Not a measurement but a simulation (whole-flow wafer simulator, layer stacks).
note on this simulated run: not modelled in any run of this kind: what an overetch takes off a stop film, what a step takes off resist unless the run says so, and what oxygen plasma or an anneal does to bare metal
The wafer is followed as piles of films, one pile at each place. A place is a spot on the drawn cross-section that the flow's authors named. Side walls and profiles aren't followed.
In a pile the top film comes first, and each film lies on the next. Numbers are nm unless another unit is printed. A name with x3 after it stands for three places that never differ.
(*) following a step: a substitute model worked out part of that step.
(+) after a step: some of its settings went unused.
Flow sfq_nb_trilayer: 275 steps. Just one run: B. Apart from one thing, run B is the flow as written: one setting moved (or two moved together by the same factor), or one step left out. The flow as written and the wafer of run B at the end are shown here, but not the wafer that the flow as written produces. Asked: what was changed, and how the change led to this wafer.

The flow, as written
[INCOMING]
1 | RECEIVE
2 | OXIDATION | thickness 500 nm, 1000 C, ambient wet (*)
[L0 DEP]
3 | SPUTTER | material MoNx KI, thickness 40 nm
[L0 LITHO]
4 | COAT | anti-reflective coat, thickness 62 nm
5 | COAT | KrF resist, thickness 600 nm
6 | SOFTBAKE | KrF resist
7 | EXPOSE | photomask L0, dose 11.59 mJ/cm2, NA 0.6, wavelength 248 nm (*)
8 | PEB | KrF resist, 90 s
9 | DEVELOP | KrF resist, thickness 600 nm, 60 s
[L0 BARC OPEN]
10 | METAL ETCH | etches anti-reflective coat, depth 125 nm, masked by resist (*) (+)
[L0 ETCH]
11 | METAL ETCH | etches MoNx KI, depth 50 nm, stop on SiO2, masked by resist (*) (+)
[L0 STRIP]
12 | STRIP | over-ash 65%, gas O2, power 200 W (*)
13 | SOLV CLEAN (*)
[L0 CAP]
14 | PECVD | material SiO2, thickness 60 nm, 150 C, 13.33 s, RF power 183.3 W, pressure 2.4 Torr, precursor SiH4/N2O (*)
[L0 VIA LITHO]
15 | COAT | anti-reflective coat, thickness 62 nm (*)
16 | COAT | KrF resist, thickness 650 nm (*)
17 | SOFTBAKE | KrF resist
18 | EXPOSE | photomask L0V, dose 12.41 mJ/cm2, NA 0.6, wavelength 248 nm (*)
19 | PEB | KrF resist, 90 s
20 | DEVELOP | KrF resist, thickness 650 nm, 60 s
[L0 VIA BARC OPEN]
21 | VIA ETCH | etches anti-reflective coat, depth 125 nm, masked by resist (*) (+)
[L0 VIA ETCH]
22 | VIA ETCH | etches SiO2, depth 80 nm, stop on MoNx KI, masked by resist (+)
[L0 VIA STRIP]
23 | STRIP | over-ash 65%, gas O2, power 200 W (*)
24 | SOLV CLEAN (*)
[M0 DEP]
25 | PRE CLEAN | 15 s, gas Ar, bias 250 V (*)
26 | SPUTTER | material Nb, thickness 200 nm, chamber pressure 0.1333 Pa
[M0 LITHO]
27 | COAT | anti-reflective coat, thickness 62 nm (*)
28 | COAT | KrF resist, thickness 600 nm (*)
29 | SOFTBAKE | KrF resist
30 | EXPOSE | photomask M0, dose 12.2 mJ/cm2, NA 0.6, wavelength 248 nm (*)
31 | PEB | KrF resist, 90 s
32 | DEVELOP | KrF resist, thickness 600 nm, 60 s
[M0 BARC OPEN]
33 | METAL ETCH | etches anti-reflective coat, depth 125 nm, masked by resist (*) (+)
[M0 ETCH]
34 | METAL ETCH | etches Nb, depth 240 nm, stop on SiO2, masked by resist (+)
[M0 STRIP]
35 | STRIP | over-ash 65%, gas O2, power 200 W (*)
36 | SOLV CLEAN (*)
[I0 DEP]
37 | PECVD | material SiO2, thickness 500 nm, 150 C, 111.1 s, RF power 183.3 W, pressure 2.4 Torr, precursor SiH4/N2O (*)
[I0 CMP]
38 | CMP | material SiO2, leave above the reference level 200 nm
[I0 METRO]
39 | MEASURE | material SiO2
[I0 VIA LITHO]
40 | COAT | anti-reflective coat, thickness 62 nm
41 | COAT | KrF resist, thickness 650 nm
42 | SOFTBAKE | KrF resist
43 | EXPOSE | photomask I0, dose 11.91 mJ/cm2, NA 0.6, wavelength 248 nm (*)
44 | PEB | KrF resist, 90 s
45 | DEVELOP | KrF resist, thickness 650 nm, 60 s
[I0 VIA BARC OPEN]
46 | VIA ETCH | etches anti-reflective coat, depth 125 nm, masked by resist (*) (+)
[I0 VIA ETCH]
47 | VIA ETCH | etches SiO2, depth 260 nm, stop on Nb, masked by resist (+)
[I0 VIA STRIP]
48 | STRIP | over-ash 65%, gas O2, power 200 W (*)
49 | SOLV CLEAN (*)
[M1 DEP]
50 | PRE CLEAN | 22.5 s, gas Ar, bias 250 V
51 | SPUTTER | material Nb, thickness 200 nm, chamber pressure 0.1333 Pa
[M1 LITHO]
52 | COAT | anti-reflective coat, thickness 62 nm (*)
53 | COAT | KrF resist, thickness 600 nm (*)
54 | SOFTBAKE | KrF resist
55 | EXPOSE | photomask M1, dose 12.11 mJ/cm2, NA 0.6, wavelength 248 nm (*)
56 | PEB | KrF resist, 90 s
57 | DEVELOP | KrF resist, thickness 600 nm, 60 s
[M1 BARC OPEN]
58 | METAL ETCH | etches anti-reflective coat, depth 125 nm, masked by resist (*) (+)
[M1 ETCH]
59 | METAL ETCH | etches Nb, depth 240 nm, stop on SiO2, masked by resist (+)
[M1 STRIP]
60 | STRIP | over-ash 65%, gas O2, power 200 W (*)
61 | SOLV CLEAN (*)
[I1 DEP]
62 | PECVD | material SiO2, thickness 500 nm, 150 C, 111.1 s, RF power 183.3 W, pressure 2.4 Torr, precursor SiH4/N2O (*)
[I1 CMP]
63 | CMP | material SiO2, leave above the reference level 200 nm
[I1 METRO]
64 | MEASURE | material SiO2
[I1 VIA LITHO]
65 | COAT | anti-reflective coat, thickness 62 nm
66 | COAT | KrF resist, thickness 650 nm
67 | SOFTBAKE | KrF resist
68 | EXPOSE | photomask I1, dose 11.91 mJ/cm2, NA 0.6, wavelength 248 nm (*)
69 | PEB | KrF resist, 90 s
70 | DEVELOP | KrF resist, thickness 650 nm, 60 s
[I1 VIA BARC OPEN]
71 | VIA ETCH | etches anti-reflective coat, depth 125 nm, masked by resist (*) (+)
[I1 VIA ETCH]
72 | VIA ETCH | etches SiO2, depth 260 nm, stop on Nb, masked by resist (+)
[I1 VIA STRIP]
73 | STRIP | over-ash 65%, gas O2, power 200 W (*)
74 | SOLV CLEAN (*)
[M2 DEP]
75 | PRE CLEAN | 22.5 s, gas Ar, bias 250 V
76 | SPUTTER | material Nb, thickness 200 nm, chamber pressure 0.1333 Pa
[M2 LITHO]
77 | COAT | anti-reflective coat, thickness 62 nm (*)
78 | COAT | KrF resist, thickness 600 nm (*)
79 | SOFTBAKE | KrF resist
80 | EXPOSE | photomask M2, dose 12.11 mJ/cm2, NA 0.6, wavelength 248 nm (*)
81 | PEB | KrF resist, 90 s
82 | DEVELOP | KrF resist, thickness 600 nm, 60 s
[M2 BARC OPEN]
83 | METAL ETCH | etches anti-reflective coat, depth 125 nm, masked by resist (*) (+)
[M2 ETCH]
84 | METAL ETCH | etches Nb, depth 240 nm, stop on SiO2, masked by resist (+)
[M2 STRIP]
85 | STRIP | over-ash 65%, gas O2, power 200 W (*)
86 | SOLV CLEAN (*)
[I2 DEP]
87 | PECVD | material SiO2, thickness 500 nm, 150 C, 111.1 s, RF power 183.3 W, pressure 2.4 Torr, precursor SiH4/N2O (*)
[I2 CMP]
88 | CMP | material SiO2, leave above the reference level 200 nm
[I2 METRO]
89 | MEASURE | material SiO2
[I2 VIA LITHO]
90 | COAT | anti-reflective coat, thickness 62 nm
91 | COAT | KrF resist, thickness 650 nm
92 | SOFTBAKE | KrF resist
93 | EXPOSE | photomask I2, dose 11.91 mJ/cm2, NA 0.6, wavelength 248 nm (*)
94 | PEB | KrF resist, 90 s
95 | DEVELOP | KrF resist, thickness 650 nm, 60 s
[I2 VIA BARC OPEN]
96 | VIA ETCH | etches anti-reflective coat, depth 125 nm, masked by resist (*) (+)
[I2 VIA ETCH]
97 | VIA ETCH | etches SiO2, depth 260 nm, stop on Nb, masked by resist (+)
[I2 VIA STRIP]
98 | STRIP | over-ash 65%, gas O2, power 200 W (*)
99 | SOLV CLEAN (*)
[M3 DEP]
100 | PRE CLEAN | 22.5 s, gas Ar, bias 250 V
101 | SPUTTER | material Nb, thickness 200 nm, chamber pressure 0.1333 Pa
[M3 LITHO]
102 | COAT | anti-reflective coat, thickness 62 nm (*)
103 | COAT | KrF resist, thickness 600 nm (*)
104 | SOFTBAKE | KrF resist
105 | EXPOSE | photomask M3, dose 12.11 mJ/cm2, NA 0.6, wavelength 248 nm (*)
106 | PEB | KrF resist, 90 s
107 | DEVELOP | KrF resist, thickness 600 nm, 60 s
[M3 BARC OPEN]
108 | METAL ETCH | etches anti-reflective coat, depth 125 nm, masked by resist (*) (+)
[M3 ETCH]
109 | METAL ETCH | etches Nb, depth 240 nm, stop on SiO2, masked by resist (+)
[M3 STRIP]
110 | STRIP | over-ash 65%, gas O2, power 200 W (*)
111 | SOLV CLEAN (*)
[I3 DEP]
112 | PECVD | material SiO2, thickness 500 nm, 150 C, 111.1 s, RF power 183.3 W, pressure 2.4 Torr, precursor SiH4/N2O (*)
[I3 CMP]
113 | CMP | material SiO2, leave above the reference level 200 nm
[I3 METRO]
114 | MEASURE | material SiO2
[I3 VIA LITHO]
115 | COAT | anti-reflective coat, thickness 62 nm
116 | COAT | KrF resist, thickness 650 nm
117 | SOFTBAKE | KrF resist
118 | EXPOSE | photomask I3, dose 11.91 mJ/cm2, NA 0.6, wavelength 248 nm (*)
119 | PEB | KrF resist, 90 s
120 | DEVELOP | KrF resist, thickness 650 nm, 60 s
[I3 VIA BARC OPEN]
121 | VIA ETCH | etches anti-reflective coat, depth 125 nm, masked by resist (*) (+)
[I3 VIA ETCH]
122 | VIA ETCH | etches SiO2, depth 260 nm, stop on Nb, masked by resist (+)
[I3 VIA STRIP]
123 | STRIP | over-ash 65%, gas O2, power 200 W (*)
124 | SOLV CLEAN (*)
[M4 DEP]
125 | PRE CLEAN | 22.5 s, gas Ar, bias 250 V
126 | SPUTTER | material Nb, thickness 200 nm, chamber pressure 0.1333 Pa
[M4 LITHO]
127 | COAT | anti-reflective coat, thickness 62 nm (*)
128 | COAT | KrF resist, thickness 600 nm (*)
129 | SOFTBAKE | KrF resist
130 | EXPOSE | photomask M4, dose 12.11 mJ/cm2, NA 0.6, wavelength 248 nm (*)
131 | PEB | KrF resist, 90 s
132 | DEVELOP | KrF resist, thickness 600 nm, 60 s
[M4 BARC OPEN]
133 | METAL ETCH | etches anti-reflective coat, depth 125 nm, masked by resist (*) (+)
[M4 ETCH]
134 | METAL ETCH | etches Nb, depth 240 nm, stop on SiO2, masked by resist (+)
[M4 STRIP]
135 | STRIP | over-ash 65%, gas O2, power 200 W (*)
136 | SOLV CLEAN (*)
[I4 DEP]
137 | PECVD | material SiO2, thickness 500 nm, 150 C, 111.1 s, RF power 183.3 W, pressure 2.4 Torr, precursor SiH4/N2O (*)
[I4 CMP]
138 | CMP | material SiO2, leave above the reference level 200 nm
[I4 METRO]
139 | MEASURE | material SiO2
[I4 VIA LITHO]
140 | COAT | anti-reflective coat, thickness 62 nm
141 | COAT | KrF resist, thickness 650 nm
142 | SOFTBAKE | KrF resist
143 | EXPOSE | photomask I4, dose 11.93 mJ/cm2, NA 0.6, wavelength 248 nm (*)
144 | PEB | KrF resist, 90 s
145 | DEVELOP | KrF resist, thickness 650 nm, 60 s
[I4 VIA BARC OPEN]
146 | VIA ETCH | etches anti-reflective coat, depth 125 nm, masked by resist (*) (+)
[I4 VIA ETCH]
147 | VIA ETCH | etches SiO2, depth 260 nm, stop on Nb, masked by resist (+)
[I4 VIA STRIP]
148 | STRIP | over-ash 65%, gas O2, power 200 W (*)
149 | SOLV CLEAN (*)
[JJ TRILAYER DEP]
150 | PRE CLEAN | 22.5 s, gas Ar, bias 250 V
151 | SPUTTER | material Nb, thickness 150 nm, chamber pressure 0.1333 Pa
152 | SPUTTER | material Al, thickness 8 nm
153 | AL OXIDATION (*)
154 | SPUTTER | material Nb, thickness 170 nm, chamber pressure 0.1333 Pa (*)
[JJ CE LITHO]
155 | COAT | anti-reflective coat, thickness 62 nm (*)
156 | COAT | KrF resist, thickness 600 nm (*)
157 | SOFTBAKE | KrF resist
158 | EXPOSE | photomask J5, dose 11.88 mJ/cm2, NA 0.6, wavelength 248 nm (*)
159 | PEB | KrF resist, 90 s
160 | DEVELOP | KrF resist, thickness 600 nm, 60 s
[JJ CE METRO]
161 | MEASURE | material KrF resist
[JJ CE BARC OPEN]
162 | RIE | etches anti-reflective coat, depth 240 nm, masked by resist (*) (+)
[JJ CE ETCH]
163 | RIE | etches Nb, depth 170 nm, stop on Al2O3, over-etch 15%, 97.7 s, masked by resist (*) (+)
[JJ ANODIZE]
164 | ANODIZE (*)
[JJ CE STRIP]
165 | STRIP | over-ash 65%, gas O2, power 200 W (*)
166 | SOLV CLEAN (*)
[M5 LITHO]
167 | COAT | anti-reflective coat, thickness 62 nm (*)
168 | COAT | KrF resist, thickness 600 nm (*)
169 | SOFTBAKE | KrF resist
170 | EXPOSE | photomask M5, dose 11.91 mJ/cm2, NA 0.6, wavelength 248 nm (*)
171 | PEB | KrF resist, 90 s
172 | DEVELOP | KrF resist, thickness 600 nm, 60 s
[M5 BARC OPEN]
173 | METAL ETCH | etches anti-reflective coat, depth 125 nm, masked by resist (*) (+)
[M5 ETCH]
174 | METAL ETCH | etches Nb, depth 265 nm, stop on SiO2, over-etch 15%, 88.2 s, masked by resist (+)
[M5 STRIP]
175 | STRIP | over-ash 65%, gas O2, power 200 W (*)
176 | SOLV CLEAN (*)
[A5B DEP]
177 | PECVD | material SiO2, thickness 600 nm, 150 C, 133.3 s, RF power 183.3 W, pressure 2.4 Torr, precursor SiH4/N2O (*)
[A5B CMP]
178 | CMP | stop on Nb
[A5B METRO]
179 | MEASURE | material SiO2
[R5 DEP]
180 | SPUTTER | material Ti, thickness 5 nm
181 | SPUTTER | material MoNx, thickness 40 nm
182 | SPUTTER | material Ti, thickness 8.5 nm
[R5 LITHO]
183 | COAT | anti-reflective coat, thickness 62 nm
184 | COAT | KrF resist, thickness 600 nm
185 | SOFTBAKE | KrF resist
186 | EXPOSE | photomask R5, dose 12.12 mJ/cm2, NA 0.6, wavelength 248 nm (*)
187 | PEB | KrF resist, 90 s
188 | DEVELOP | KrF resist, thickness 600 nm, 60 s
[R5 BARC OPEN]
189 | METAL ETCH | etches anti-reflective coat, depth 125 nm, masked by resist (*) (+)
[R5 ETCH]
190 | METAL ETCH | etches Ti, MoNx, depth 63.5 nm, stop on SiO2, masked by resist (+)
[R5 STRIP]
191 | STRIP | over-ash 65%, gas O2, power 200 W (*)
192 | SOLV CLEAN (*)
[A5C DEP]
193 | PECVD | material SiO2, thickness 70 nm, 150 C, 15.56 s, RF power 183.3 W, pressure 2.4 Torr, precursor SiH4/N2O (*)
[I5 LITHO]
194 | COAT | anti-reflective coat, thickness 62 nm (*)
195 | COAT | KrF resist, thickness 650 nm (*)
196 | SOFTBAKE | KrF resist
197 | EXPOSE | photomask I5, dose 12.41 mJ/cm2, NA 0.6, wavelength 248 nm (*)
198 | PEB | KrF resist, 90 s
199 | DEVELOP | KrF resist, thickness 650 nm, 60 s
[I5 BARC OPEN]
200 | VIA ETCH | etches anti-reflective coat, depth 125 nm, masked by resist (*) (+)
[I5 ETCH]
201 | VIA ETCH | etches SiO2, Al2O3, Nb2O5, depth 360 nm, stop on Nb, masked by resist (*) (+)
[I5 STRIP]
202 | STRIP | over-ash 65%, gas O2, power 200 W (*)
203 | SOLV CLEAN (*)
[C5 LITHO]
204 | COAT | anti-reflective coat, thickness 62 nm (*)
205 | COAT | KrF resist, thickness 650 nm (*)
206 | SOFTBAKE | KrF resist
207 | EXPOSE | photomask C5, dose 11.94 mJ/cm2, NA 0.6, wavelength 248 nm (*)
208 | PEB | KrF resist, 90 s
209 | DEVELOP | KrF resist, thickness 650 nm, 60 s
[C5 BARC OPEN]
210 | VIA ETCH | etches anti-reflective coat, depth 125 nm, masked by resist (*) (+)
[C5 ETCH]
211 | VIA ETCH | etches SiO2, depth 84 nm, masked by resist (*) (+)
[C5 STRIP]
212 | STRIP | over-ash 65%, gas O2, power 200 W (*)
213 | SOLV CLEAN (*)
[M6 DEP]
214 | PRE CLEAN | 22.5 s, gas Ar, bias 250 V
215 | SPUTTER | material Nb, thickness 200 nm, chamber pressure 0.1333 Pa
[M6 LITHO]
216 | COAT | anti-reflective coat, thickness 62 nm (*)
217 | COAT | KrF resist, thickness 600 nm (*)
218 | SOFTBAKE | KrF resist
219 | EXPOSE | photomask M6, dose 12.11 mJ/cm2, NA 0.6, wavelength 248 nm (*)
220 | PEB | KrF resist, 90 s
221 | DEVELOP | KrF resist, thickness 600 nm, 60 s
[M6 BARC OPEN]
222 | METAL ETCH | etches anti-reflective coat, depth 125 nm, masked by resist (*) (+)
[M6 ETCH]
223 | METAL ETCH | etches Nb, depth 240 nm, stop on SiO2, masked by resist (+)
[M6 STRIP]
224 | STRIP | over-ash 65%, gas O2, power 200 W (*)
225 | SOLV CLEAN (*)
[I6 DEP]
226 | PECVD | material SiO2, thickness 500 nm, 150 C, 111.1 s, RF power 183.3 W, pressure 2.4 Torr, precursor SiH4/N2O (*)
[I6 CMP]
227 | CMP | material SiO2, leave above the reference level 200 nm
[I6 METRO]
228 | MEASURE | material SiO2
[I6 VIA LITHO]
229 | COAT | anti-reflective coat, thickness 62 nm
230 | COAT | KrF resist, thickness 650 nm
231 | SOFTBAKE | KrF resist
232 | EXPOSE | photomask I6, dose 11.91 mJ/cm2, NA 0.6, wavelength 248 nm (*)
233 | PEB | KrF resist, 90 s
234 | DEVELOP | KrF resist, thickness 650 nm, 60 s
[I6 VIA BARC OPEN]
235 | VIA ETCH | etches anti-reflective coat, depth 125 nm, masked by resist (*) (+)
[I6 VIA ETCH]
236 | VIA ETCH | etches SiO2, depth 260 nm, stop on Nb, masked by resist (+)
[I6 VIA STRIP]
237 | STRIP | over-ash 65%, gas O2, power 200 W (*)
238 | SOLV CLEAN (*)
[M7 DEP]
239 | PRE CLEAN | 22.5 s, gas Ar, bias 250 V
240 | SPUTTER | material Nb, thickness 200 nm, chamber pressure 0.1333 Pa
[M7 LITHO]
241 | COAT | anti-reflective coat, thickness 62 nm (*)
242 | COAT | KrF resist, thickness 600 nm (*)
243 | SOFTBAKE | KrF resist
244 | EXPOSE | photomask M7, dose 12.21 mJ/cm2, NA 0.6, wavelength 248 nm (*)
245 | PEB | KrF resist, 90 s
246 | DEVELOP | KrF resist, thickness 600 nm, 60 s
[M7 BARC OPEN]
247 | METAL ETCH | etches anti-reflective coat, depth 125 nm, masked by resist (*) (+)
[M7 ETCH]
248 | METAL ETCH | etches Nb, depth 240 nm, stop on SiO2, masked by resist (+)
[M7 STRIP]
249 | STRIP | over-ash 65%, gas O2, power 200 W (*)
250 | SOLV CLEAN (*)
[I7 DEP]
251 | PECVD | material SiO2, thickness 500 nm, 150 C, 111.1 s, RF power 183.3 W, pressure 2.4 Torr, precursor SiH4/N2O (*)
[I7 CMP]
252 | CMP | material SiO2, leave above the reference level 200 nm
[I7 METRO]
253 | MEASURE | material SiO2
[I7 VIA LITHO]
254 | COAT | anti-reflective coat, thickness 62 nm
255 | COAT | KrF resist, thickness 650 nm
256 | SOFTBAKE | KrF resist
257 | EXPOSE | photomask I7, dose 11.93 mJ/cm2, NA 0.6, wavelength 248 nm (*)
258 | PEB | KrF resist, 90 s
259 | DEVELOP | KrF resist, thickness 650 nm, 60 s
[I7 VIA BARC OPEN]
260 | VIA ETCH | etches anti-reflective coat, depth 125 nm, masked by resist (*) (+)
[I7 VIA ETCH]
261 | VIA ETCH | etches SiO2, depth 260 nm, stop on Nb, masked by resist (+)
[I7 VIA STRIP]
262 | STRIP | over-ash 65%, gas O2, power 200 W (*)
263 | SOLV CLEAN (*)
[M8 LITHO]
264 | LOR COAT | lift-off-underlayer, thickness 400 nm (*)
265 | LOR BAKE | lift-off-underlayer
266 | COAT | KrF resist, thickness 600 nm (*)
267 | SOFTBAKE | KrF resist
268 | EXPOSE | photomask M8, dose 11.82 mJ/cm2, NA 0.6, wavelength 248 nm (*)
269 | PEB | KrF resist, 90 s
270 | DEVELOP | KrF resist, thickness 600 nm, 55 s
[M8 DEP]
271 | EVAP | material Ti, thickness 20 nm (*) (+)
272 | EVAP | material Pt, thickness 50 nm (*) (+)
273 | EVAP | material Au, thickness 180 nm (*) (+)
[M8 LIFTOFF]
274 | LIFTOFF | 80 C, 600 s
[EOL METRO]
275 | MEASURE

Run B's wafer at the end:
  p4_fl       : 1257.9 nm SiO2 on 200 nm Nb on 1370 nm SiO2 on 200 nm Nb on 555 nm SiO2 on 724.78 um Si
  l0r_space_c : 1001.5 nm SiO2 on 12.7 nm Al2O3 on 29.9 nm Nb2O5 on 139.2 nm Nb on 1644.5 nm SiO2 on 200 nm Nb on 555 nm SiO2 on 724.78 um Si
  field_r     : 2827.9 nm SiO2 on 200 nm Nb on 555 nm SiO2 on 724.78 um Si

Cause: step 138, CMP: leave above the reference level 82 nm was run, though the flow has leave above the reference level 200 nm.

How this came from the change, step by step:
  138 | CMP | material SiO2, leave above the reference level 200 nm
      field_l, be, be_sur and 55 more: -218 SiO2 (as written it would have been: -100 SiO2)
      v_sur, via_wl, via_w and 35 more: -418 SiO2 (as written it would have been: -300 SiO2)
      (as well as at 10 more places)
  147 | VIA ETCH | etches SiO2, depth 260 nm, stop on Nb, masked by resist (+)
      field_l, v_sur, via_sp and 100 more: -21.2 KrF resist (as written it would have been: -44.8 KrF resist)
      via_wl, via_w, via_wr: -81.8 SiO2 (all of it) (as written it would have been: -199.8 SiO2 (all of it))
  148 | STRIP | over-ash 65%, gas O2, power 200 W (*)
      field_l, v_sur, via_sp and 100 more: -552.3 KrF resist (all of it), -62 anti-reflective coat (all of it) (as written it would have been: -528.6 KrF resist (all of it), -62 anti-reflective coat (all of it))
  151 | SPUTTER | material Nb, thickness 150 nm, chamber pressure 0.1333 Pa
      via_w: +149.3 Nb (as written it would have been: +130.4 Nb)
  152 | SPUTTER | material Al, thickness 8 nm
      via_wl, via_wr: +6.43 Al (new film) (as written it would have been: +5.14 Al (new film))
      via_w: +7.94 Al (new film) (as written it would have been: +7.12 Al (new film))
  154 | SPUTTER | material Nb, thickness 170 nm, chamber pressure 0.1333 Pa (*)
      via_wl, via_wr: +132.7 Nb (new film) (as written it would have been: +140.7 Nb (new film))
      via_w: +169.2 Nb (new film) (as written it would have been: +141 Nb (new film))
  155 | COAT | anti-reflective coat, thickness 62 nm (*)
      via_wl, via_wr: +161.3 anti-reflective coat (new film) (as written it would have been: +209.4 anti-reflective coat (new film))
      v_sur: +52 anti-reflective coat (new film) (as written it would have been: +45.1 anti-reflective coat (new film))
      (as well as at 2 more places)
  156 | COAT | KrF resist, thickness 600 nm (*)
      via_wl: +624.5 KrF resist (new film) (as written it would have been: +663 KrF resist (new film))
      via_w: +645.8 KrF resist (new film) (as written it would have been: +763.8 KrF resist (new film))
      (as well as at 1 more place)
  160 | DEVELOP | KrF resist, thickness 600 nm, 60 s
      via_wl: -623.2 KrF resist (all of it) (as written it would have been: -661.6 KrF resist (all of it))
      via_w: -644.4 KrF resist (all of it) (as written it would have been: -762.1 KrF resist (all of it))
      (as well as at 1 more place)
  162 | RIE | etches anti-reflective coat, depth 240 nm, masked by resist (*) (+)
      ce_l, c5j, ce_r, wl_jj: -161.3 KrF resist (as written it would have been: -209.4 KrF resist)
      via_wl, via_wr: -161.3 anti-reflective coat (all of it) (as written it would have been: -209.4 anti-reflective coat (all of it))
      (as well as at 3 more places)
  163 | RIE | etches Nb, depth 170 nm, stop on Al2O3, over-etch 15%, 97.7 s, masked by resist (*) (+)
      via_w: -169.2 Nb (all of it), -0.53 Al2O3 (as written it would have been: -141 Nb (all of it), -0.96 Al2O3 (all of it))
      via_wl, via_wr: -132.7 Nb (all of it), -0.96 Al2O3 (all of it) (as written it would have been: -140.7 Nb (all of it), -0.96 Al2O3 (all of it))
  164 | ANODIZE (*)
      via_w: +12.1 Al2O3, +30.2 Nb2O5 (new film), -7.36 Al (all of it), -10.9 Nb (as written it would have been: +10.8 Al2O3 (new film), +33.3 Nb2O5 (new film), -6.54 Al (all of it), -12 Nb)
      via_wl, via_wr: +9.66 Al2O3 (new film), +35.4 Nb2O5 (new film), -5.85 Al (all of it), -12.7 Nb (as written it would have been: +7.52 Al2O3 (new film), +39.2 Nb2O5 (new film), -4.56 Al (all of it), -14.1 Nb)
  165 | STRIP | over-ash 65%, gas O2, power 200 W (*)
      c5j, ce_r: -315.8 KrF resist (all of it), -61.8 anti-reflective coat (all of it) (as written it would have been: -266.9 KrF resist (all of it), -61.5 anti-reflective coat (all of it))
      ce_l: -315.8 KrF resist (all of it), -61.8 anti-reflective coat (all of it) (as written it would have been: -266.8 KrF resist (all of it), -61.4 anti-reflective coat (all of it))
      (as well as at 1 more place)
  167 | COAT | anti-reflective coat, thickness 62 nm (*)
      v_sur: +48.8 anti-reflective coat (new film) (as written it would have been: +44.9 anti-reflective coat (new film))
      via_wl: +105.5 anti-reflective coat (new film) (as written it would have been: +170.5 anti-reflective coat (new film))
      (as well as at 3 more places)
  168 | COAT | KrF resist, thickness 600 nm (*)
      v_sur: +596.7 KrF resist (new film) (as written it would have been: +577.9 KrF resist (new film))
      via_wl: +632.7 KrF resist (new film) (as written it would have been: +656 KrF resist (new film))
      (as well as at 3 more places)
  175 | STRIP | over-ash 65%, gas O2, power 200 W (*)
      v_sur: -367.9 KrF resist (all of it), -48.8 anti-reflective coat (all of it) (as written it would have been: -349.2 KrF resist (all of it), -44.9 anti-reflective coat (all of it))
      via_wl: -403.7 KrF resist (all of it), -105.5 anti-reflective coat (all of it) (as written it would have been: -427 KrF resist (all of it), -170.5 anti-reflective coat (all of it))
      (as well as at 3 more places)
  178 | CMP | stop on Nb
      via_wl, via_wr: -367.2 SiO2 (as written it would have been: -235.7 SiO2)
      via_w: -371.9 SiO2 (as written it would have been: -235.2 SiO2)
